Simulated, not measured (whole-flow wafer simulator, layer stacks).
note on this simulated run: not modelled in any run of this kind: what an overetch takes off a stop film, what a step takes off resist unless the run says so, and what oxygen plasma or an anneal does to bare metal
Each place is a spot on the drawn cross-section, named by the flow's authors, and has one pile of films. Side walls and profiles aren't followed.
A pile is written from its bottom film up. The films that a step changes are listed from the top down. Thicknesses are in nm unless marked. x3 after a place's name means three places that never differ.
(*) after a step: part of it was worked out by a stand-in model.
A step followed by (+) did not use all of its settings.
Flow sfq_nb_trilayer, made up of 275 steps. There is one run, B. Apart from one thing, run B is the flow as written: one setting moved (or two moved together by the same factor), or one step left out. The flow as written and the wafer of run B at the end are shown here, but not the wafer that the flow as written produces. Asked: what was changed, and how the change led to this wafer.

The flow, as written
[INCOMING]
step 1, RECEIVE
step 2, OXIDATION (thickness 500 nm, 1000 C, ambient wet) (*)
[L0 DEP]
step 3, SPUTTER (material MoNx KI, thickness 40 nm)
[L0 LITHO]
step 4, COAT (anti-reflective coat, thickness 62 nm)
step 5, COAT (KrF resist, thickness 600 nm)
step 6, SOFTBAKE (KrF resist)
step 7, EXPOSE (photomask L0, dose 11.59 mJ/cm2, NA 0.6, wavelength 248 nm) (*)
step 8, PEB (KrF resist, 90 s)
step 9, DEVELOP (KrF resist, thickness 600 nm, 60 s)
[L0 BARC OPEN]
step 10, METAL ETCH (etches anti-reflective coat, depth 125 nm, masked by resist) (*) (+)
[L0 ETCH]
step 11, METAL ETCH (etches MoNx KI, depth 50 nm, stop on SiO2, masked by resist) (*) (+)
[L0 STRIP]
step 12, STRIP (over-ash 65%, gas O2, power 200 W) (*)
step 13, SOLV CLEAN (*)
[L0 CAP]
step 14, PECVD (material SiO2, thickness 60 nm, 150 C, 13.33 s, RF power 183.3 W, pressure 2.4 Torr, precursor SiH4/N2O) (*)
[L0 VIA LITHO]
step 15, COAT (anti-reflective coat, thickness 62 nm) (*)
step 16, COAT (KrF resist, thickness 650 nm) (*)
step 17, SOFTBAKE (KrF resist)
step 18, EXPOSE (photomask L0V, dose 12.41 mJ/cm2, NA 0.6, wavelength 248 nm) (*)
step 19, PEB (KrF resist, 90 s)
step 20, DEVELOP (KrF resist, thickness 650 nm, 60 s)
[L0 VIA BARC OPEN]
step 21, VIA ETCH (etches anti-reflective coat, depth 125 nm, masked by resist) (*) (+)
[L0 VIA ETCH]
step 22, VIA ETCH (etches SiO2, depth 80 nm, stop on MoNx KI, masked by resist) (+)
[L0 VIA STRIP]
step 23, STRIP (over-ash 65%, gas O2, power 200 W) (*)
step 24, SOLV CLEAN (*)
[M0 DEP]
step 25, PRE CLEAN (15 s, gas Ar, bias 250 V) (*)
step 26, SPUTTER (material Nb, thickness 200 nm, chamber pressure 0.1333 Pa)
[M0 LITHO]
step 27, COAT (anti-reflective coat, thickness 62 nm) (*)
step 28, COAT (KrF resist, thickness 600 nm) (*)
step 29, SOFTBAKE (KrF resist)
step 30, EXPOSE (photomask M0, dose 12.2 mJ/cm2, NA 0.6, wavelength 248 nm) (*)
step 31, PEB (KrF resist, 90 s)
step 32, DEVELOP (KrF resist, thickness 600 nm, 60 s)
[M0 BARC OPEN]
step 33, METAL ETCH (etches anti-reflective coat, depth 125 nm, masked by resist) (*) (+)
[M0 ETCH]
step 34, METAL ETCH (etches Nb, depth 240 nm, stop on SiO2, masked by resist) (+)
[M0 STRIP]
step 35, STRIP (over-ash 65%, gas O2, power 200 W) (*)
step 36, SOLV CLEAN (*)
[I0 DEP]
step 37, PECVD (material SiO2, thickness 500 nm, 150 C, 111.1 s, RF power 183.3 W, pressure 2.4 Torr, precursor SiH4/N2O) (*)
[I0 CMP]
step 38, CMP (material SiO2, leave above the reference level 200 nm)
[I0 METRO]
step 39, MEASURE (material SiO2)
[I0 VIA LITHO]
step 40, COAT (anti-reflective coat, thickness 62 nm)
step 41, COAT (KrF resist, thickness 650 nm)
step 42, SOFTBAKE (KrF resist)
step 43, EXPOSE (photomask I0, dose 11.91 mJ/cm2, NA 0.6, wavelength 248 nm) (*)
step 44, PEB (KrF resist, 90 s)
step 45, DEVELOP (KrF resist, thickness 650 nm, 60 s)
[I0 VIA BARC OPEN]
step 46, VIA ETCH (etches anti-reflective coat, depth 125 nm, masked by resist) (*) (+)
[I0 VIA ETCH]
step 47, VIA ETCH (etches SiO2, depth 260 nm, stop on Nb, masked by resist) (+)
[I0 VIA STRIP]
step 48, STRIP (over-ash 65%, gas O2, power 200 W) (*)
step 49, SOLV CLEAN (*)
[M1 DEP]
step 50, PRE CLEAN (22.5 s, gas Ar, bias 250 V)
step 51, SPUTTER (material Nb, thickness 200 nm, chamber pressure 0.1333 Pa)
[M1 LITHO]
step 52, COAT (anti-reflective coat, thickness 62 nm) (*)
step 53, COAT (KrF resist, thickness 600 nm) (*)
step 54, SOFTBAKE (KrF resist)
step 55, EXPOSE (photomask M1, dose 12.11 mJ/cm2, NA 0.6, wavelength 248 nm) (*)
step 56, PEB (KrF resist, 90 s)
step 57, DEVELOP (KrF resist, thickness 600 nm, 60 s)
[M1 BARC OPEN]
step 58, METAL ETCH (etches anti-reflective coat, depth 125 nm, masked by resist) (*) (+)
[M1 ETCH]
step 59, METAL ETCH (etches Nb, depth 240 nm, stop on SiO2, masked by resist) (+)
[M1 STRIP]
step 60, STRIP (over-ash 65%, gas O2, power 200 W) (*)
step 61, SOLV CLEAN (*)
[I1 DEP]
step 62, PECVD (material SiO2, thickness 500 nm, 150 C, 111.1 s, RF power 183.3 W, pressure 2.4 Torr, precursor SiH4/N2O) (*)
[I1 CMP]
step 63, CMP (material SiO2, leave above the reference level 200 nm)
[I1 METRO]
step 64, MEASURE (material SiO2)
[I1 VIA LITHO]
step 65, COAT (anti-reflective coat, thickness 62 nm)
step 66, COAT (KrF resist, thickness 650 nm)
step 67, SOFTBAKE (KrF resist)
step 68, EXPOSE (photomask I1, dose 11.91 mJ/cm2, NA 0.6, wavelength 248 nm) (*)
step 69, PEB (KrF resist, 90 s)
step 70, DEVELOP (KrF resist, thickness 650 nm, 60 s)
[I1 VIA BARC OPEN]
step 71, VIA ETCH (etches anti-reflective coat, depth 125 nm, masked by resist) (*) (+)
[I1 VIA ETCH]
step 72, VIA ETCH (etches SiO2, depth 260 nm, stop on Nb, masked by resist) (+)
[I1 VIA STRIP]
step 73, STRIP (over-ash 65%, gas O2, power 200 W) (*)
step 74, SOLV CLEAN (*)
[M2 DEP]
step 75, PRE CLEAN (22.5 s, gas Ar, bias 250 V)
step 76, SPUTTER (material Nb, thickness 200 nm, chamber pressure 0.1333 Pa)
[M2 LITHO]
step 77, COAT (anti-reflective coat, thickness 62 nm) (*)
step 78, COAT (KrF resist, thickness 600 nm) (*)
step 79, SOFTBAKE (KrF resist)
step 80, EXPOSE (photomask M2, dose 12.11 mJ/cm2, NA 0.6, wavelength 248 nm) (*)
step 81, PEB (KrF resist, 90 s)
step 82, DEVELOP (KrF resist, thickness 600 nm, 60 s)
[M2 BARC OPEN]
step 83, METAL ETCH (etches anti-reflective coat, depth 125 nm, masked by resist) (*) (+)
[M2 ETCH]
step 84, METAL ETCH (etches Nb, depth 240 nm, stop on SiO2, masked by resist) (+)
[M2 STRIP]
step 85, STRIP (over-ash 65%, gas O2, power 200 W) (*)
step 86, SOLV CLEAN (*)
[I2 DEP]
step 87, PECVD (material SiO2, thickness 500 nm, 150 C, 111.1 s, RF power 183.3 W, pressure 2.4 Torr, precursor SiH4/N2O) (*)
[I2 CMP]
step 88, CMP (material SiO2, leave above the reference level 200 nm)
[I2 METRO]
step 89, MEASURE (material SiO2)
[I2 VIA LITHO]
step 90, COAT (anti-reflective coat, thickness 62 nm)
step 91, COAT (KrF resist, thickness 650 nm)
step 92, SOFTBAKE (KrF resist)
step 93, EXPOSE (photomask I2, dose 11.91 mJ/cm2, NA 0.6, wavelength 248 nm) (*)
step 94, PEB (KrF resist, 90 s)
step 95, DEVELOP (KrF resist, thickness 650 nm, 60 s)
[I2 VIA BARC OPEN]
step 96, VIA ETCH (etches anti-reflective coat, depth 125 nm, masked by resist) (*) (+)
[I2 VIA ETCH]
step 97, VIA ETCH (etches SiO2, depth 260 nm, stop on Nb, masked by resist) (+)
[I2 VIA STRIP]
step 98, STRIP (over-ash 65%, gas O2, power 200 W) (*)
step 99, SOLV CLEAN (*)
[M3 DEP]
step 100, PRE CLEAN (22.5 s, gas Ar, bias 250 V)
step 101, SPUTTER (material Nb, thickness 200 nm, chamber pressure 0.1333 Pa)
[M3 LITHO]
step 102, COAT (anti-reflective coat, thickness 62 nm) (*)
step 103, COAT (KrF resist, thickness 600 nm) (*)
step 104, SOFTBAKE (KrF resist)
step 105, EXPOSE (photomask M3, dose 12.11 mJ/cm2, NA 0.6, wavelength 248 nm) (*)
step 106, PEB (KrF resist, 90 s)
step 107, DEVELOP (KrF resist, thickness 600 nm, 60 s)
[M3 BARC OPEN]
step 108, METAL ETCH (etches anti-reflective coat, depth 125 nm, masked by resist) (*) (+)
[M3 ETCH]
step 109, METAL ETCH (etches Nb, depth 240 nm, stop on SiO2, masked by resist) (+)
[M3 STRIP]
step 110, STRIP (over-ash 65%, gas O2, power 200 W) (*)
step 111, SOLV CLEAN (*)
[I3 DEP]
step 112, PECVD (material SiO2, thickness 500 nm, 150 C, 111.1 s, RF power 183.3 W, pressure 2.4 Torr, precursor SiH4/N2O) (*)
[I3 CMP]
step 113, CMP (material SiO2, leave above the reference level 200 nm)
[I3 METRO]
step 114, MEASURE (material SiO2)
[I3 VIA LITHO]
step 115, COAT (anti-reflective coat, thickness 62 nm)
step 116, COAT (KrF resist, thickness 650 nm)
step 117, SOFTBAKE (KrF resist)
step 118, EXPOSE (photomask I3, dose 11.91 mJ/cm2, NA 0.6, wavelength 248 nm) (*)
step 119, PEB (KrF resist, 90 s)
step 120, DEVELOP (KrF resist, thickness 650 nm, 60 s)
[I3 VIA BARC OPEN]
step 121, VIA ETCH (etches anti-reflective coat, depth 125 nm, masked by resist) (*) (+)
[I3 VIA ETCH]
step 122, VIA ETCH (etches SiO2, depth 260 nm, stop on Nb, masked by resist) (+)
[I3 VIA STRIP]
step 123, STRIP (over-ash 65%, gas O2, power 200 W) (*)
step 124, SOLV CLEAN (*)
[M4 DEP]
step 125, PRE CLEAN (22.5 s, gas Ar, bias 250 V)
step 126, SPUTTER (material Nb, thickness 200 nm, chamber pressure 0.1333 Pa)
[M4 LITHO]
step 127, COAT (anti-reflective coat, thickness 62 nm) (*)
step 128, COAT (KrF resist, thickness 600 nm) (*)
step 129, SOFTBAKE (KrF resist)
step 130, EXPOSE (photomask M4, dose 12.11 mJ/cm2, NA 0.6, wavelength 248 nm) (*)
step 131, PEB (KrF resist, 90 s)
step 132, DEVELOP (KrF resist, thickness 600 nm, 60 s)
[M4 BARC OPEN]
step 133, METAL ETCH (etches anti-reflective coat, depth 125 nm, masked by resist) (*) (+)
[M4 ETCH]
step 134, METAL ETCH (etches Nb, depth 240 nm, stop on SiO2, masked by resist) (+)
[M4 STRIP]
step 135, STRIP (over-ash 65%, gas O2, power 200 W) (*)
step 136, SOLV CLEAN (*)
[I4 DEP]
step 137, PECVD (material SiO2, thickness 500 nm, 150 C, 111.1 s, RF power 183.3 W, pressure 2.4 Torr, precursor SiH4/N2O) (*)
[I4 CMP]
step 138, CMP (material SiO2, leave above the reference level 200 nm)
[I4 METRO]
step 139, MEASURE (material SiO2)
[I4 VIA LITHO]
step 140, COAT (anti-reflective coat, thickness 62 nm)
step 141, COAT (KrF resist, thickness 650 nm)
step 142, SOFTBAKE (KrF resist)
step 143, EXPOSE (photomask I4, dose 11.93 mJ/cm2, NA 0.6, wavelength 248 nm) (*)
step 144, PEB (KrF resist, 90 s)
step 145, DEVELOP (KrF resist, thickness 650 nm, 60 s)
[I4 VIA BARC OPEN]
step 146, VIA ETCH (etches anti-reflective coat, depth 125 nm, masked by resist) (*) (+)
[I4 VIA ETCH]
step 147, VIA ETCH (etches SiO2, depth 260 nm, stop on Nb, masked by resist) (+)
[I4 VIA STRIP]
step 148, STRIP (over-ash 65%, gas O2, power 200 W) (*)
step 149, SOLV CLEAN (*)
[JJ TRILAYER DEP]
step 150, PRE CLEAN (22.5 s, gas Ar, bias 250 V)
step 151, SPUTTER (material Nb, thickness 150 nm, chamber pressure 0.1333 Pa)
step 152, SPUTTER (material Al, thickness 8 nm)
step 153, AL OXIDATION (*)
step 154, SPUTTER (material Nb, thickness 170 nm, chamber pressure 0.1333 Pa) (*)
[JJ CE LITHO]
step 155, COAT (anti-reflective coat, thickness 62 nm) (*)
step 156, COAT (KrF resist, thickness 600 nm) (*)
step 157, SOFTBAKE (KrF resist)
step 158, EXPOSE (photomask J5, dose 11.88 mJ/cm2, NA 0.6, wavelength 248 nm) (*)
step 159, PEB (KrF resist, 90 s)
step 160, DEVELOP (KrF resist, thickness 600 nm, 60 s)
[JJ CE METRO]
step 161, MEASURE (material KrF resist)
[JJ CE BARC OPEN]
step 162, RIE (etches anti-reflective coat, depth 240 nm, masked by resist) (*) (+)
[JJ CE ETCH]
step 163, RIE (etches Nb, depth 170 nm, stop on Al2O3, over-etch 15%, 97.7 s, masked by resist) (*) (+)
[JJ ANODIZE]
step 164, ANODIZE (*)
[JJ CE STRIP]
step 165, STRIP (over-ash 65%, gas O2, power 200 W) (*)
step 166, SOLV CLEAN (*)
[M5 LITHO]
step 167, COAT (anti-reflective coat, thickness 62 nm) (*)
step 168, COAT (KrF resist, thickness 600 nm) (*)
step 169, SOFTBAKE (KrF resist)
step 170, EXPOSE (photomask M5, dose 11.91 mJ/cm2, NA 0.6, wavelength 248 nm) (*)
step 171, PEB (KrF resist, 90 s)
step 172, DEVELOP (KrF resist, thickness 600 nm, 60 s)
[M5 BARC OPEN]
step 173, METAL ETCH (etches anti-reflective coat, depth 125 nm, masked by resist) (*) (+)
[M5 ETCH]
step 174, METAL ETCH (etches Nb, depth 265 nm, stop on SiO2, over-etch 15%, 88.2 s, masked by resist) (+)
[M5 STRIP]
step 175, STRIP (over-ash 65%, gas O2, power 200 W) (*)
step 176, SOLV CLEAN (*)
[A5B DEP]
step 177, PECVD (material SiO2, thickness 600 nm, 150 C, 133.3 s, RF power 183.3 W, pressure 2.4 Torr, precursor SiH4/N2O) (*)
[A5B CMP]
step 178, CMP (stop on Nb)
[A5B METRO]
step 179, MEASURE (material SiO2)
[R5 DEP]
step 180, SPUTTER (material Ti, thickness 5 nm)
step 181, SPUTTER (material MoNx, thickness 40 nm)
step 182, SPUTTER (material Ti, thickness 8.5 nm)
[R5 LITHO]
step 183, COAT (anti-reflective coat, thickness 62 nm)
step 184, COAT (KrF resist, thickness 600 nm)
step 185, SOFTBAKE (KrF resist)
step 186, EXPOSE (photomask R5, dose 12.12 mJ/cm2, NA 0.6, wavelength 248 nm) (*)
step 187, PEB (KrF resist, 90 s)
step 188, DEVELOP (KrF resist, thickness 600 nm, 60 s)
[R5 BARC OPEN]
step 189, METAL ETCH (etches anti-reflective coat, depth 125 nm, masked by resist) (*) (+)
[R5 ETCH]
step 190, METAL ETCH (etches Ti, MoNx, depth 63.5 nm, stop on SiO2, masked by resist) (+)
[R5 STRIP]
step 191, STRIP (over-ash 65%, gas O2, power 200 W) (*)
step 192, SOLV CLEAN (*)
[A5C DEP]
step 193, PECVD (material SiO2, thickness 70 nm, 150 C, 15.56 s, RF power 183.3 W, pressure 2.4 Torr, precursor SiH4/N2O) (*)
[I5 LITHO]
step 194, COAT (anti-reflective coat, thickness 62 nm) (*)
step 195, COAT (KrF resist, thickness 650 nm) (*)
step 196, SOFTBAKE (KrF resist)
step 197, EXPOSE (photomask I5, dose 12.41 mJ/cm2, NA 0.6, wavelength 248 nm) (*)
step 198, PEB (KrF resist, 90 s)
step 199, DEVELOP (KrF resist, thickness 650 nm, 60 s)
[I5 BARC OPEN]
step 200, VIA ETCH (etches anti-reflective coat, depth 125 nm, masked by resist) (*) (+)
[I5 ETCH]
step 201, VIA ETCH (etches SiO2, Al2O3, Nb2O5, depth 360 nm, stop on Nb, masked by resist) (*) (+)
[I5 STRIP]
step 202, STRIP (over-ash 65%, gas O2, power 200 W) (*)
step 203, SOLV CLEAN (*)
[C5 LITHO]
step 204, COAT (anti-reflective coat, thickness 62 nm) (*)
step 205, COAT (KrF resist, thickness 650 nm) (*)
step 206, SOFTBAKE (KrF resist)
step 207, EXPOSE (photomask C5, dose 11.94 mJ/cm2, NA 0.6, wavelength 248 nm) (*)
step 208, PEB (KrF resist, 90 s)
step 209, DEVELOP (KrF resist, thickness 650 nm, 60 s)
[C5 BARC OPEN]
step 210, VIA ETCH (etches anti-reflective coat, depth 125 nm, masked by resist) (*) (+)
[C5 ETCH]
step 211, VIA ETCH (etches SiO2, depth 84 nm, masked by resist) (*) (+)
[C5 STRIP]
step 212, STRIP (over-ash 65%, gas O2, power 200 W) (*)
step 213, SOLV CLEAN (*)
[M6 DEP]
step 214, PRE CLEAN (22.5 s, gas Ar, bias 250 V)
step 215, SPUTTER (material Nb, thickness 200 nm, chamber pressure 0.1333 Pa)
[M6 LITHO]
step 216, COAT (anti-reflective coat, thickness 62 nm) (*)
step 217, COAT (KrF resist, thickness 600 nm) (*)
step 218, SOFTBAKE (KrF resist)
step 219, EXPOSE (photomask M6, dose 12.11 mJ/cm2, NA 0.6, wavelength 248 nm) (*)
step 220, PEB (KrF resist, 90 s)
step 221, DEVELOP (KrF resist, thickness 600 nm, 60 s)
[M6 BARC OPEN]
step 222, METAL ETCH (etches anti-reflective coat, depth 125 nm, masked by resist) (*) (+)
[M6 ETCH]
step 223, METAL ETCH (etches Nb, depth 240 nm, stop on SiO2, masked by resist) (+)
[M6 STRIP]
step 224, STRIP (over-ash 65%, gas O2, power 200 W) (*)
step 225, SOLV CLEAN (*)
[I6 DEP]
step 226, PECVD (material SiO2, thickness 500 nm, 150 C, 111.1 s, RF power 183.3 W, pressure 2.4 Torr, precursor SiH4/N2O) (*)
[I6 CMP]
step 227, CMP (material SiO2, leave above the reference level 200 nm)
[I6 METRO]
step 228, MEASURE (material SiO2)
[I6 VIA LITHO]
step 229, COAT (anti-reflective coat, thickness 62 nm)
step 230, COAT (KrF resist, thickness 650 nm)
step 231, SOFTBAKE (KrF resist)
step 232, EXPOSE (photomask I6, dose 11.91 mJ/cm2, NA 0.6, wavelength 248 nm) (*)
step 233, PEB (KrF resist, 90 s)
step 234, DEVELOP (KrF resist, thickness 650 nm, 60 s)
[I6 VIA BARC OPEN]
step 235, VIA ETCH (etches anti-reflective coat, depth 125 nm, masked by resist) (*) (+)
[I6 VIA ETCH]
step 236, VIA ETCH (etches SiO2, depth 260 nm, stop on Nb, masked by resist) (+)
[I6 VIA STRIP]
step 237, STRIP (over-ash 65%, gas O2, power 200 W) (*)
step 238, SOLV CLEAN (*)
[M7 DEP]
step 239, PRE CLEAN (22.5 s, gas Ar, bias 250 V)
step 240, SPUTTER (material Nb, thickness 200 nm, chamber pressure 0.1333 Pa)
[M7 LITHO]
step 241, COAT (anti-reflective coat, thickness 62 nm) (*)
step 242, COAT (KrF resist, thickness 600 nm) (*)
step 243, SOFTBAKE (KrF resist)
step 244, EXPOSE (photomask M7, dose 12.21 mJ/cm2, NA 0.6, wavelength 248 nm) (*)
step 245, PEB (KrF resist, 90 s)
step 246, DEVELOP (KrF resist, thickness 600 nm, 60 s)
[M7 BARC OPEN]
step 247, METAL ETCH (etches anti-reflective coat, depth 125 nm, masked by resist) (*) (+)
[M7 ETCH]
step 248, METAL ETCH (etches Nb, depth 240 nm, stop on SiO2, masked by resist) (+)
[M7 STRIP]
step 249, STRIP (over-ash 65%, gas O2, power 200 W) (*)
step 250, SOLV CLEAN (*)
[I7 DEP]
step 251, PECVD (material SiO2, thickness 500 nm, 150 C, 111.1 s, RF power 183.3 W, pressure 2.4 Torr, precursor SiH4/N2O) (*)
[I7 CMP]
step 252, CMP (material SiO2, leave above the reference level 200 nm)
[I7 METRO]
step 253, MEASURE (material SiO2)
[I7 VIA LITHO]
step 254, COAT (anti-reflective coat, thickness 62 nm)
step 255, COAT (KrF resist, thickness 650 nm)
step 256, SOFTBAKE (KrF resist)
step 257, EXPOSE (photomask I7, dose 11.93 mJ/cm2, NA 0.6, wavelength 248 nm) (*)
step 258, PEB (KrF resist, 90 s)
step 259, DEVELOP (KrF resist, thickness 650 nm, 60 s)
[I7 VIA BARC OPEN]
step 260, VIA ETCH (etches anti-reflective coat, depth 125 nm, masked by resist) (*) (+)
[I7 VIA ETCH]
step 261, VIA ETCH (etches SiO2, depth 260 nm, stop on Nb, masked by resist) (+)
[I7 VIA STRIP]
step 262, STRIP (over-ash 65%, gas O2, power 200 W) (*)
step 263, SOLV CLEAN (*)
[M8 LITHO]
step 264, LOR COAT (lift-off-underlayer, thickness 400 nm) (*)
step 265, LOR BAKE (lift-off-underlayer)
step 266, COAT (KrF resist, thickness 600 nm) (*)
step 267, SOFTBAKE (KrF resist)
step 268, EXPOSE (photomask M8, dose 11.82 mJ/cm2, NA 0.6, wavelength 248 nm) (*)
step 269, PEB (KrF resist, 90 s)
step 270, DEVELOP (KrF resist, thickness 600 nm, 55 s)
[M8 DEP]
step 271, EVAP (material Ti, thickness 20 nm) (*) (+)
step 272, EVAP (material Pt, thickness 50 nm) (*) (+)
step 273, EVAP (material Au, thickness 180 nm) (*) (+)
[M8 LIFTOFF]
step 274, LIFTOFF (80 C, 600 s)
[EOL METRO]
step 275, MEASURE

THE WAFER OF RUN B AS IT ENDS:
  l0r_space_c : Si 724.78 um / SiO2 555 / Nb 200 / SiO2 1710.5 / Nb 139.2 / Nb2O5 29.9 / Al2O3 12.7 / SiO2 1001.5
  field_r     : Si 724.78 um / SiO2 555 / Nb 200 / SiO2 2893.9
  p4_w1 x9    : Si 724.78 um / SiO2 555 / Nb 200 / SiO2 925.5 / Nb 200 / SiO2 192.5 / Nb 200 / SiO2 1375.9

What caused this: step 88, CMP: leave above the reference level 148 nm was run, whereas the flow has leave above the reference level 200 nm.

How this came from the change, step by step:
  step 88, CMP (material SiO2, leave above the reference level 200 nm)
      field_l, be, be_sur and 81 more: -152 SiO2 (it would be, as written: -100 SiO2)
      v_sur, via_wl, via_w and 18 more: -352 SiO2 (it would be, as written: -300 SiO2)
      (also at 1 further place)
  step 97, VIA ETCH (etches SiO2, depth 260 nm, stop on Nb, masked by resist) (+)
      field_l, v_sur, via_wl and 102 more: -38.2 KrF resist (it would be, as written: -44.8 KrF resist)
      via_w: -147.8 SiO2 (all of it) (it would be, as written: -199.8 SiO2 (all of it))
  step 101, SPUTTER (material Nb, thickness 200 nm, chamber pressure 0.1333 Pa)
      via_w: +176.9 Nb (it would be, as written: +165.5 Nb)
  step 102, COAT (anti-reflective coat, thickness 62 nm) (*)
      via_wl: +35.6 anti-reflective coat (new film) (it would be, as written: +34.2 anti-reflective coat (new film))
      via_w: +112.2 anti-reflective coat (new film) (it would be, as written: +124.8 anti-reflective coat (new film))
  step 103, COAT (KrF resist, thickness 600 nm) (*)
      via_w: +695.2 KrF resist (new film) (it would be, as written: +737.9 KrF resist (new film))
  step 110, STRIP (over-ash 65%, gas O2, power 200 W) (*)
      via_wl: -389.1 KrF resist (all of it), -35.6 anti-reflective coat (all of it) (it would be, as written: -384.2 KrF resist (all of it), -34.2 anti-reflective coat (all of it))
      via_w: -477.4 KrF resist (all of it), -112.2 anti-reflective coat (all of it) (it would be, as written: -520 KrF resist (all of it), -124.8 anti-reflective coat (all of it))
  step 112, PECVD (material SiO2, thickness 500 nm, 150 C, 111.1 s, RF power 183.3 W, pressure 2.4 Torr, precursor SiH4/N2O) (*)
      via_w: +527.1 SiO2 (new film) (it would be, as written: +615 SiO2 (new film))
  step 113, CMP (material SiO2, leave above the reference level 200 nm)
      via_w: -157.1 SiO2 (it would be, as written: -181.6 SiO2)
